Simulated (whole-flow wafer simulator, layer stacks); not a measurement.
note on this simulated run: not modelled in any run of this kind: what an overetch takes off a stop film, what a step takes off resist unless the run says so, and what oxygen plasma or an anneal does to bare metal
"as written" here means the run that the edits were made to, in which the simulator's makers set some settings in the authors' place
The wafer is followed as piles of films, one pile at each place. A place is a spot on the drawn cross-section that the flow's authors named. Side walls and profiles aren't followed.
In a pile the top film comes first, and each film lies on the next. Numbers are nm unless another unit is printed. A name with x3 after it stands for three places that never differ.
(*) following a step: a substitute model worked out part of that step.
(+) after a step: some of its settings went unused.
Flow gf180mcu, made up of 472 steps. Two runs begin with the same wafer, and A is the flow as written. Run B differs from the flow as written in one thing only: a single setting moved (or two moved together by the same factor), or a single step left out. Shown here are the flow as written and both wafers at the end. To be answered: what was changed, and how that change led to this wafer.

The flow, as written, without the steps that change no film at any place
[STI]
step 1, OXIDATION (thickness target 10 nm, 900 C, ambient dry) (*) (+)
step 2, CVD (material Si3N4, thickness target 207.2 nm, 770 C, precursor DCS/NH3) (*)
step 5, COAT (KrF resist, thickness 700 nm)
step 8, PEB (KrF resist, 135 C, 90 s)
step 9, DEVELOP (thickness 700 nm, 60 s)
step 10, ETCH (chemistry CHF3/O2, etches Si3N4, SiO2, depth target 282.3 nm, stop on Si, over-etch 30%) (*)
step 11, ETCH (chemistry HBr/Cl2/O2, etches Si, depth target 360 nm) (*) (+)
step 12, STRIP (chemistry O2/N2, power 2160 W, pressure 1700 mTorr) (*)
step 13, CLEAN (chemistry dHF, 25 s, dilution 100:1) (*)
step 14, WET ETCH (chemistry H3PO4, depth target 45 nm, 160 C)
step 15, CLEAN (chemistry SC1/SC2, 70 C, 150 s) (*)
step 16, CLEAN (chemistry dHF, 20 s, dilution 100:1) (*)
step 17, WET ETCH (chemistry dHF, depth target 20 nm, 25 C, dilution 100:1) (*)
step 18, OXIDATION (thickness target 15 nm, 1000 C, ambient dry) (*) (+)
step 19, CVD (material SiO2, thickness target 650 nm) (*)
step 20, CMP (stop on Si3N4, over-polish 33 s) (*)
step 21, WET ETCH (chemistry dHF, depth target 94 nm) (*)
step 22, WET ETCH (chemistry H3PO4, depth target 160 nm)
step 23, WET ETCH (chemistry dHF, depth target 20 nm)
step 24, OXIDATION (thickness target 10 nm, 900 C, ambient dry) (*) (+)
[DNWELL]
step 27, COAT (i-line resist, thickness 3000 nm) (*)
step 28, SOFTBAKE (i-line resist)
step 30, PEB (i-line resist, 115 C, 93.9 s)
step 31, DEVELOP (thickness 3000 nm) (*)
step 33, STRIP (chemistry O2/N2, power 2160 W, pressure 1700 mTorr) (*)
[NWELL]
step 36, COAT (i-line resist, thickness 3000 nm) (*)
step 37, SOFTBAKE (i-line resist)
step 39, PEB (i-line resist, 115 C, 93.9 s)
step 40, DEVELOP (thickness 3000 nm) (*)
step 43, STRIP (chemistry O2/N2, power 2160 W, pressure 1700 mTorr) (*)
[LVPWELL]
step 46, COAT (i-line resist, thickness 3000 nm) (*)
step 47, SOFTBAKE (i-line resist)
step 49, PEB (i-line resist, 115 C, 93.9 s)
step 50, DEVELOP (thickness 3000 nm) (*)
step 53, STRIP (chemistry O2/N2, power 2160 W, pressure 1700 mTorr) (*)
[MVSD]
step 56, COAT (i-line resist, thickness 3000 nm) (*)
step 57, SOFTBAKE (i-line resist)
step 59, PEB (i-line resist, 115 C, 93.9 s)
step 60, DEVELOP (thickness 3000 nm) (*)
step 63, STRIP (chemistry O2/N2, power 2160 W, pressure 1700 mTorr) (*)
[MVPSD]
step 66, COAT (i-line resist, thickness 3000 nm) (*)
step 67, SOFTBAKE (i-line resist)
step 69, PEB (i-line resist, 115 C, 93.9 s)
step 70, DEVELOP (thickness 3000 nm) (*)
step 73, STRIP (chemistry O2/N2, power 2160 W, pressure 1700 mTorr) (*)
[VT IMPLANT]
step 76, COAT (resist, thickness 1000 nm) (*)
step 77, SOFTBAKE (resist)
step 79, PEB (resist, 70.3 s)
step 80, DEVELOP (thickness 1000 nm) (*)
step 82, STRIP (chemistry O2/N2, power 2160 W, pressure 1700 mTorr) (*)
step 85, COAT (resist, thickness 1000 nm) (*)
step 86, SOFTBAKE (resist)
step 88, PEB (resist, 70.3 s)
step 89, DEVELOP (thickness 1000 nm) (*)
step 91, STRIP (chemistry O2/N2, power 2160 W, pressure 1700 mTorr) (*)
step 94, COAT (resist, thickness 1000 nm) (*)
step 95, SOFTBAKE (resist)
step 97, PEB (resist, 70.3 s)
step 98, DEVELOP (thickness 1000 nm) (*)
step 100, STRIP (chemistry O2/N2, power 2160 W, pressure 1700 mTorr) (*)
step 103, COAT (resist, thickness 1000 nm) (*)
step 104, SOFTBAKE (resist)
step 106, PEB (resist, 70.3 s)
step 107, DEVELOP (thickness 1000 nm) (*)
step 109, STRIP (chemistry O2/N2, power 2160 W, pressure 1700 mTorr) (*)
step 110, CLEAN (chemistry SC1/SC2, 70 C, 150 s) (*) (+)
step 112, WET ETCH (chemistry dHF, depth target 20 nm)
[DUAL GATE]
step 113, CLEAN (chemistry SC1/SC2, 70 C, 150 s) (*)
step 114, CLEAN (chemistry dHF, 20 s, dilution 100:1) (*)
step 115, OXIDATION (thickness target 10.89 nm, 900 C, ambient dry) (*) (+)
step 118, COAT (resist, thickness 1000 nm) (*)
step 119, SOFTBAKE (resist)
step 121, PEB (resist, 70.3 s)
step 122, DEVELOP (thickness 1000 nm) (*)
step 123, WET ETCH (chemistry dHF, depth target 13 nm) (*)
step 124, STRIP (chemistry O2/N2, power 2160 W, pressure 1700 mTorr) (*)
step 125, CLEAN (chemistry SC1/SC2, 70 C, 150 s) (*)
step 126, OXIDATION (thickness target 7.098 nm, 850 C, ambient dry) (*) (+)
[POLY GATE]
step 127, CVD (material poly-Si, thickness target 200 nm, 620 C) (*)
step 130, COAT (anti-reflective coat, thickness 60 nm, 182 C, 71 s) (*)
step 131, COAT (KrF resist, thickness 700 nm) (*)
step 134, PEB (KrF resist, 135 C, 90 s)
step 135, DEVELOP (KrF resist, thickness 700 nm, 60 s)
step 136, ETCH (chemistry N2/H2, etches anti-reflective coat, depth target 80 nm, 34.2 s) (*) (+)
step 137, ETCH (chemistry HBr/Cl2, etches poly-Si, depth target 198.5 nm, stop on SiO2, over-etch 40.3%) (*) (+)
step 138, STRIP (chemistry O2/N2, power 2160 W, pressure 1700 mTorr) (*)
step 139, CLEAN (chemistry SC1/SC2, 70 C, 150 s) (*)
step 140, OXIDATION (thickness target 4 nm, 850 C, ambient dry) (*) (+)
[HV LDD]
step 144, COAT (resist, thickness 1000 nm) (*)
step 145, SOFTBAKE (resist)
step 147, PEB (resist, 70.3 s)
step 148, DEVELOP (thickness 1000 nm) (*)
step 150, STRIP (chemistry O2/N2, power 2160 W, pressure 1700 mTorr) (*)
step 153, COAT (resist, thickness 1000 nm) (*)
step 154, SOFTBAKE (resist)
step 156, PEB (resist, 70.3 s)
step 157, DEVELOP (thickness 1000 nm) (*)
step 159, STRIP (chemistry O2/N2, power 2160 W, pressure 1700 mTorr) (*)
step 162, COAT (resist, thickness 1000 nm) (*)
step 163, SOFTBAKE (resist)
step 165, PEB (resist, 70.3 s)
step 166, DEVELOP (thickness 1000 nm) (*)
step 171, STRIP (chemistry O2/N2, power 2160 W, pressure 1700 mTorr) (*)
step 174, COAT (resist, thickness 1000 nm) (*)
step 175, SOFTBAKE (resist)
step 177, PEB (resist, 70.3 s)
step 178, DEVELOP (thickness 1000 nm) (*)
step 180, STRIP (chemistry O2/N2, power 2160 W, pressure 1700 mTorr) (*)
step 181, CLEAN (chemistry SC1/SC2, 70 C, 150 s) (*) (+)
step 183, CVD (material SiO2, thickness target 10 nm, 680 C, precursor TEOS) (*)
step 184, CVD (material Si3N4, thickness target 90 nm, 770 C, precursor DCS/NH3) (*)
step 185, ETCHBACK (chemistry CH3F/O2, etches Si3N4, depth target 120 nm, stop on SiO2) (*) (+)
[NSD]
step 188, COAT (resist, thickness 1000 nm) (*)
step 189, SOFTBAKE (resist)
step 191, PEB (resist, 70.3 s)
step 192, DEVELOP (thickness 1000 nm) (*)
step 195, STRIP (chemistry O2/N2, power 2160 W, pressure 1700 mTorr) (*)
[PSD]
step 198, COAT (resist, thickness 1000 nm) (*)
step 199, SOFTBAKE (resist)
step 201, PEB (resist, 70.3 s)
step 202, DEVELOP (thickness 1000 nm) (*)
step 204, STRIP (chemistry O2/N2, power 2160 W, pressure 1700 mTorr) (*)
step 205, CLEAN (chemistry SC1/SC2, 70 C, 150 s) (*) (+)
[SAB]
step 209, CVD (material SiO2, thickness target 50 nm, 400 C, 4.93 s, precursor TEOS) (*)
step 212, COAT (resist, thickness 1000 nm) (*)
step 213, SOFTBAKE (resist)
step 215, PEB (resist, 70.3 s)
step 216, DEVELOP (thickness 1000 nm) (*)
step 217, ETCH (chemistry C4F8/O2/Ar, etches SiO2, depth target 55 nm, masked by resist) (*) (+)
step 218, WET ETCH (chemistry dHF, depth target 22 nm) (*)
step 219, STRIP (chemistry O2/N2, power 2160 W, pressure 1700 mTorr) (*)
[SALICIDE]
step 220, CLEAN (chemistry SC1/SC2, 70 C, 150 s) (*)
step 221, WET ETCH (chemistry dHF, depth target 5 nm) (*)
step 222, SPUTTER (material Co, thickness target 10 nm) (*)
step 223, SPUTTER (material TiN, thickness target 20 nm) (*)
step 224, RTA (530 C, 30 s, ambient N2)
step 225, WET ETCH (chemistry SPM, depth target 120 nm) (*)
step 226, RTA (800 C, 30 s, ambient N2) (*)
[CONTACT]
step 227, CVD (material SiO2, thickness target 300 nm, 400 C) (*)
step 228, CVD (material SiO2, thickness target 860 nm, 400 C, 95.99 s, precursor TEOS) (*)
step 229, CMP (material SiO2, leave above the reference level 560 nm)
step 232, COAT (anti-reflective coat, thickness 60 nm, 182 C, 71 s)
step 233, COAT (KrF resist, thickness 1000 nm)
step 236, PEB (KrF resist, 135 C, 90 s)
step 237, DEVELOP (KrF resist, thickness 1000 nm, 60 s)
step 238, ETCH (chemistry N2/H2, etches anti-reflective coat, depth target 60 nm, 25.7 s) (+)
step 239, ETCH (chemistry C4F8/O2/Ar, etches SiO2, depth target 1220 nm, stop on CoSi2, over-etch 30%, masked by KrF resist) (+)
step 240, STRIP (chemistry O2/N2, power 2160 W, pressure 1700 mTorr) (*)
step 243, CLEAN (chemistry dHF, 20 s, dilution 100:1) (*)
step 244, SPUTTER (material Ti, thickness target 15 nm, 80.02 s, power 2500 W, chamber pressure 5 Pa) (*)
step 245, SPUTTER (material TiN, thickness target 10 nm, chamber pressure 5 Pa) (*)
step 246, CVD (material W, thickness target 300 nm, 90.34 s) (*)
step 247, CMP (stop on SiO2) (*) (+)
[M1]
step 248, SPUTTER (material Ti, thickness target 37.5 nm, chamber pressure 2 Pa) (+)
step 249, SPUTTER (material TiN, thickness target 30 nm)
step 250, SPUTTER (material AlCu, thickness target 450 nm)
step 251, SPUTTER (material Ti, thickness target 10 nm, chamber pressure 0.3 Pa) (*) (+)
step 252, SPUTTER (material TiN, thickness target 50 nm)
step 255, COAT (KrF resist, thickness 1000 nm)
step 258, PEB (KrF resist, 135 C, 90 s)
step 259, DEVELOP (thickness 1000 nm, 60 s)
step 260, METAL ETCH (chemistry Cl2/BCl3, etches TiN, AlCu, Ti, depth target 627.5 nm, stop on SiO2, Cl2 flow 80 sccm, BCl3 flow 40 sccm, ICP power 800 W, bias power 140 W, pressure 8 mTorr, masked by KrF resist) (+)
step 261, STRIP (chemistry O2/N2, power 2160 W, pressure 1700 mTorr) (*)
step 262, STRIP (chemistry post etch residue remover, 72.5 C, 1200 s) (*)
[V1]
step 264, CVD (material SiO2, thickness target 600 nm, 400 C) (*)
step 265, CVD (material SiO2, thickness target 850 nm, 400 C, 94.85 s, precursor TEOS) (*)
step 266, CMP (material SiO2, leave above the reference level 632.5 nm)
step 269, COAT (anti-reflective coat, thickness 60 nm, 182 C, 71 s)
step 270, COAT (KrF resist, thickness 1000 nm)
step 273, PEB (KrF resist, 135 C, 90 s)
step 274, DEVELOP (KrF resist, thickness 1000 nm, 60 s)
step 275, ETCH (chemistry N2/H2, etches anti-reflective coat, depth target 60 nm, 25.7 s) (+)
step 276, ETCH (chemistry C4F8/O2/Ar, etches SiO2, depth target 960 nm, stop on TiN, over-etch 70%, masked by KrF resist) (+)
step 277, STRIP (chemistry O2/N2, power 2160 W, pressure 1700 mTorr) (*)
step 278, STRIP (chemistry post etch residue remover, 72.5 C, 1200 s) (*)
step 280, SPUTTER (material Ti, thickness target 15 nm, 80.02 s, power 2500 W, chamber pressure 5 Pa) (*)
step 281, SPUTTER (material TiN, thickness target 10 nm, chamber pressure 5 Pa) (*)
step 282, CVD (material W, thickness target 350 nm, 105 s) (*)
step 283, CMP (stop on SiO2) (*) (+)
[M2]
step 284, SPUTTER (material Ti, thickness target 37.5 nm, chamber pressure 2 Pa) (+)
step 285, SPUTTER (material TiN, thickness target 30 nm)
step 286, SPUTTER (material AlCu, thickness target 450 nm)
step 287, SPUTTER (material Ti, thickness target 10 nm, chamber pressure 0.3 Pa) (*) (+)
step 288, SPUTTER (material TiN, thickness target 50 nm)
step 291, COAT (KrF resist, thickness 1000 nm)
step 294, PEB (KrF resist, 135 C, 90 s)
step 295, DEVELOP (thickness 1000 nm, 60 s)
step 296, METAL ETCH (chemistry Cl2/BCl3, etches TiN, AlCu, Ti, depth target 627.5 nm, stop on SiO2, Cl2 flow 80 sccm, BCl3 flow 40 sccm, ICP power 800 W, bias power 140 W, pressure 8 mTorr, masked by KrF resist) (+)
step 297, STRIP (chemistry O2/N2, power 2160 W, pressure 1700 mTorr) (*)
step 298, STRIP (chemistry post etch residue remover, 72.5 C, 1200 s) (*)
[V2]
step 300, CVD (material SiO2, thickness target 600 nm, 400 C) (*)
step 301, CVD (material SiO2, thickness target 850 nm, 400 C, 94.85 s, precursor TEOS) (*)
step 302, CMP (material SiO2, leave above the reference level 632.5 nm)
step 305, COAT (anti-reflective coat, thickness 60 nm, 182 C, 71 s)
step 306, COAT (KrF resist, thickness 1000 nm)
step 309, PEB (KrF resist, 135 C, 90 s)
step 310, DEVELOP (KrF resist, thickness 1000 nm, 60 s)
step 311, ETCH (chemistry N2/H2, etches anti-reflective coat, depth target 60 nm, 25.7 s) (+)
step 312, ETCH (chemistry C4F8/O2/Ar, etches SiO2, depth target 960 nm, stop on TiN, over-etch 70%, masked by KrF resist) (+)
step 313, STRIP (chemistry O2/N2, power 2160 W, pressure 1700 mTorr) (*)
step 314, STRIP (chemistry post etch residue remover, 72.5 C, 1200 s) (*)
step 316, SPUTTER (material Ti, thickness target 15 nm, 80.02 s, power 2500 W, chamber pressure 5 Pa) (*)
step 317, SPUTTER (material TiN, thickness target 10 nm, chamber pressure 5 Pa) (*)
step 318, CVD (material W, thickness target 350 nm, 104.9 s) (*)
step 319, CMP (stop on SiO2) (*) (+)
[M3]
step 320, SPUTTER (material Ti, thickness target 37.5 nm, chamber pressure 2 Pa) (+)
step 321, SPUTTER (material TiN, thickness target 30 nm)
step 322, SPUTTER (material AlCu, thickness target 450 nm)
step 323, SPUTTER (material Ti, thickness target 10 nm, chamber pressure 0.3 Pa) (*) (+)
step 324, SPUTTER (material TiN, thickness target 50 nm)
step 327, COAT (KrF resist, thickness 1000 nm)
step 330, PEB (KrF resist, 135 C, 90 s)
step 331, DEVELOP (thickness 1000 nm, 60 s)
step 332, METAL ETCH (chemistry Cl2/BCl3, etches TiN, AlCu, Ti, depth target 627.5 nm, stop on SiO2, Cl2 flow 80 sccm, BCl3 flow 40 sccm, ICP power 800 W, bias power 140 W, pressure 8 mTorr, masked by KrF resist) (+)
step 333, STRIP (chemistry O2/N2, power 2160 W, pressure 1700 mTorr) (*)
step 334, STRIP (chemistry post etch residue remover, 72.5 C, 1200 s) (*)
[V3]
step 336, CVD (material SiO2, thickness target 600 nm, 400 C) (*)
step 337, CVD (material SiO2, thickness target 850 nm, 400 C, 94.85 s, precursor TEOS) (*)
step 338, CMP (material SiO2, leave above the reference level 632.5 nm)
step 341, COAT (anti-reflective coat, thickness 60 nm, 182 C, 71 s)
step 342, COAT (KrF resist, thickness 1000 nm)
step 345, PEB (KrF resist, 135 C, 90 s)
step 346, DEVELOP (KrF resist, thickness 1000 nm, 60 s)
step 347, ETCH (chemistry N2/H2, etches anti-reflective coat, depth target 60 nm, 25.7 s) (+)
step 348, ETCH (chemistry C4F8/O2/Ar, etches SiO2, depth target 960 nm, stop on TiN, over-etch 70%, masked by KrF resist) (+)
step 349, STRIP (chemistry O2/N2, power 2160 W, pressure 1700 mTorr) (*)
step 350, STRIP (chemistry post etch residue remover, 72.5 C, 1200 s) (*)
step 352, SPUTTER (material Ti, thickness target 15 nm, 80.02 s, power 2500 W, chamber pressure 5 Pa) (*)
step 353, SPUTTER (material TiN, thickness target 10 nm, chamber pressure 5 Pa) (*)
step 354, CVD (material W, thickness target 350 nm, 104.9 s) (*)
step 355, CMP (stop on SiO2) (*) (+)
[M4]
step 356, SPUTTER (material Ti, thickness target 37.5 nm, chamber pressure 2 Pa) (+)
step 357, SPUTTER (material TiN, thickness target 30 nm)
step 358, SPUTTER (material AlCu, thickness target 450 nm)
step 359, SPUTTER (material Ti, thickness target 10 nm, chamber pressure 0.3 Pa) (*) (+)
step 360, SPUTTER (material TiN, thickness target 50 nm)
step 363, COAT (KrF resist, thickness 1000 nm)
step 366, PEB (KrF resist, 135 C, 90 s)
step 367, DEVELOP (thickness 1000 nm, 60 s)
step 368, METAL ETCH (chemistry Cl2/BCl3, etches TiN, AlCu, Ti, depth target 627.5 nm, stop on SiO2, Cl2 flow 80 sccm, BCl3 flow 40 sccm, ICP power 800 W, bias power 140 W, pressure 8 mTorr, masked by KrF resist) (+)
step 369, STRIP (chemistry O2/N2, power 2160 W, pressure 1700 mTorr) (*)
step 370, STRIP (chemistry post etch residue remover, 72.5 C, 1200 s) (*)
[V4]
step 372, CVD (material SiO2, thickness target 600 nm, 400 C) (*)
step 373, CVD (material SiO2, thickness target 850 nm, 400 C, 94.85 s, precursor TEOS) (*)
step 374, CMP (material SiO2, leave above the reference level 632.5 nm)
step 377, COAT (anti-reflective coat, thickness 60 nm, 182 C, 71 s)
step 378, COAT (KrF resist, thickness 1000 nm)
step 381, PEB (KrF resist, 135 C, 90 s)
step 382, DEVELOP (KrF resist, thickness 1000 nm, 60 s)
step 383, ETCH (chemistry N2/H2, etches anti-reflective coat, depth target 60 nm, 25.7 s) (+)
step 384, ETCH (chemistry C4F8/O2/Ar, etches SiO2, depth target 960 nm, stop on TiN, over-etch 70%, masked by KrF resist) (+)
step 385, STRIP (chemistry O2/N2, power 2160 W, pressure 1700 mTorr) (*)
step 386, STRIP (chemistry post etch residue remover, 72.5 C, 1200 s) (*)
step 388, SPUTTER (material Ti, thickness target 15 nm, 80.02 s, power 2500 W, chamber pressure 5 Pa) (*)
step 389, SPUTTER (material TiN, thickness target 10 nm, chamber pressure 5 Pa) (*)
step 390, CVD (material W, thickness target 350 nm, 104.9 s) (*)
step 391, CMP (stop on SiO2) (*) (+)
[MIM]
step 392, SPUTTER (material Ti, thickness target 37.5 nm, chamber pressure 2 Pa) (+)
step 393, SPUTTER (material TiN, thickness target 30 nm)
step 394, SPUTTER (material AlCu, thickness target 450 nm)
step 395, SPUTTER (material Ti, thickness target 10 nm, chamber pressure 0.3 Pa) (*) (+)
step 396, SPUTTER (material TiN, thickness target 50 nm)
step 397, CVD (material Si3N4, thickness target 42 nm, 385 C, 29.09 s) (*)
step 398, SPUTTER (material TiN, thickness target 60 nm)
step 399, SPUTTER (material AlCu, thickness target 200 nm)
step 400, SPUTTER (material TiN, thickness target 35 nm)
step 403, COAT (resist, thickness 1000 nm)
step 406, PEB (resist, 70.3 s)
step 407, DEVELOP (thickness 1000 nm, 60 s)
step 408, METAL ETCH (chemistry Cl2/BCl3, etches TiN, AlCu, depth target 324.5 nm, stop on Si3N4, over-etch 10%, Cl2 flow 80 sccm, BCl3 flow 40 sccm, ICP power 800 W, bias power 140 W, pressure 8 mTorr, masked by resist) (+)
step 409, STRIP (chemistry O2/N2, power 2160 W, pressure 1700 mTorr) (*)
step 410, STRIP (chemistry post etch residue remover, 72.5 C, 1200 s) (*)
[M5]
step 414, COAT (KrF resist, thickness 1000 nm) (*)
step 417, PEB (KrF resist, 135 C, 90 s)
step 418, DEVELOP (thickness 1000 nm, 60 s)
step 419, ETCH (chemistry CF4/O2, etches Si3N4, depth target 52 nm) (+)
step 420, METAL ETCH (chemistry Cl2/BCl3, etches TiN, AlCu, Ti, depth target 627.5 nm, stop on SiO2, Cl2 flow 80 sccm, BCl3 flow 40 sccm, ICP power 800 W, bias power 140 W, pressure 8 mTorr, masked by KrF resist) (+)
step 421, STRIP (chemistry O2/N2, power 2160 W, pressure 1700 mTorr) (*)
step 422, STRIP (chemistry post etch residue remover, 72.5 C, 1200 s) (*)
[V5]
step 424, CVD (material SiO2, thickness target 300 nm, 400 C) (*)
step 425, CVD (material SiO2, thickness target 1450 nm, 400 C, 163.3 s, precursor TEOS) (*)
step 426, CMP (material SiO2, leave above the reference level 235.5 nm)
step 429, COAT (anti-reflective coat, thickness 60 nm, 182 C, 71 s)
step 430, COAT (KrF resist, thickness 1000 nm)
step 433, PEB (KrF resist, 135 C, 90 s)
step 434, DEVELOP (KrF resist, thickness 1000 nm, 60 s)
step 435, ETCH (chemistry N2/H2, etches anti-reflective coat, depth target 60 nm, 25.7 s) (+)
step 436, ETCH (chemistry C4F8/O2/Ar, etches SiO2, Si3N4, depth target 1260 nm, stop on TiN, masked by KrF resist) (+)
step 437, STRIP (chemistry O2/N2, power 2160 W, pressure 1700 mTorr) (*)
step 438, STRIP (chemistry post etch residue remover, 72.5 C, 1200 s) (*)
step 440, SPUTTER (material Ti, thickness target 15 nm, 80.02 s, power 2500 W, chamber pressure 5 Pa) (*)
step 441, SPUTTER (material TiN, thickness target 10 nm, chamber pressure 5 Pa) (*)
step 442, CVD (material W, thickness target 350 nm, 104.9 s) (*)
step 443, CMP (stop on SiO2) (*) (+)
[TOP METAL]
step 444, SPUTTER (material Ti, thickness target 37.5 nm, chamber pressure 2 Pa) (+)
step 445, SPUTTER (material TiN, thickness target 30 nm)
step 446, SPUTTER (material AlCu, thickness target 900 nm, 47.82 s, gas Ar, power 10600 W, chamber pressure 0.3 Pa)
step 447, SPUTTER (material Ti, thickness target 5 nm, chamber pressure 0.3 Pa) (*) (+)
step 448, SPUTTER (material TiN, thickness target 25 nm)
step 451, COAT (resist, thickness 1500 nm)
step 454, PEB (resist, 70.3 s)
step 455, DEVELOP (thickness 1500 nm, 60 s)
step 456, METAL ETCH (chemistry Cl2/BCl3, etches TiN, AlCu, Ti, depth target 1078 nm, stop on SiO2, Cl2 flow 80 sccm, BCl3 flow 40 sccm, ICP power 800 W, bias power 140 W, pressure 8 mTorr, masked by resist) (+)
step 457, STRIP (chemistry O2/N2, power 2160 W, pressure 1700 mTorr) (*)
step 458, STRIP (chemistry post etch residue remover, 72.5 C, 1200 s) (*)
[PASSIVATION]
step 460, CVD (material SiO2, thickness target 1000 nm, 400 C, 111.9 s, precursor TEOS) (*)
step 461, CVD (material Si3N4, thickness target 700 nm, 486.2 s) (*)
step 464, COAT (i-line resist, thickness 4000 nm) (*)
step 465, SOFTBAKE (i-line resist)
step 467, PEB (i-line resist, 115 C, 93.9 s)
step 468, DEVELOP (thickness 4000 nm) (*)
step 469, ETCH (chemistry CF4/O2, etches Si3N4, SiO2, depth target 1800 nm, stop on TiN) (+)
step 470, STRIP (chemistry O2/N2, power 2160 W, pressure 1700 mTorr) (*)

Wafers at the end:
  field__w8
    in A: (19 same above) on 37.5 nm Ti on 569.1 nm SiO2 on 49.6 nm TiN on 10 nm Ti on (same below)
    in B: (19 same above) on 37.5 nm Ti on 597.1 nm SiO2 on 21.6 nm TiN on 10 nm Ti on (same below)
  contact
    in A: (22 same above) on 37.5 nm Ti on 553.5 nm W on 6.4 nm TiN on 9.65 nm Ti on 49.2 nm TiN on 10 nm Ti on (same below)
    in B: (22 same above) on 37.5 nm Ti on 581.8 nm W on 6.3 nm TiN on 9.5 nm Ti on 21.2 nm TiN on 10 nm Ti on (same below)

Cause: step 324, SPUTTER: thickness target 22 nm was run, while the flow as written has thickness target 50 nm.

The path from the change to this, step by step:
  step 324, SPUTTER (material TiN, thickness target 50 nm)
      field, field__w1, field__w2 and 108 more: A TiN gains 50 (new film) | B TiN gains 22 (new film)
  step 332, METAL ETCH (chemistry Cl2/BCl3, etches TiN, AlCu, Ti, depth target 627.5 nm, stop on SiO2, Cl2 flow 80 sccm, BCl3 flow 40 sccm, ICP power 800 W, bias power 140 W, pressure 8 mTorr, masked by KrF resist) (+)
      field, field__w1, field__w2 and 103 more: A TiN loses 50 (all of it), Ti loses 10 (all of it), AlCu loses 450 (all of it), TiN loses 30 (all of it), Ti loses 37.5 (all of it) | B TiN loses 22 (all of it), Ti loses 10 (all of it), AlCu loses 450 (all of it), TiN loses 30 (all of it), Ti loses 37.5 (all of it)
  step 338, CMP (material SiO2, leave above the reference level 632.5 nm)
      field__w8, contact, m1, m1__w1, m1_nw: A SiO2 loses 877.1 | B SiO2 loses 849.1
  step 348, ETCH (chemistry C4F8/O2/Ar, etches SiO2, depth target 960 nm, stop on TiN, over-etch 70%, masked by KrF resist) (+)
      contact: A SiO2 loses 572.5 (all of it) | B SiO2 loses 600.5 (all of it)
  step 354, CVD (material W, thickness target 350 nm, 104.9 s) (*)
      contact: A W gains 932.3 (new film) | B W gains 960.5 (new film)
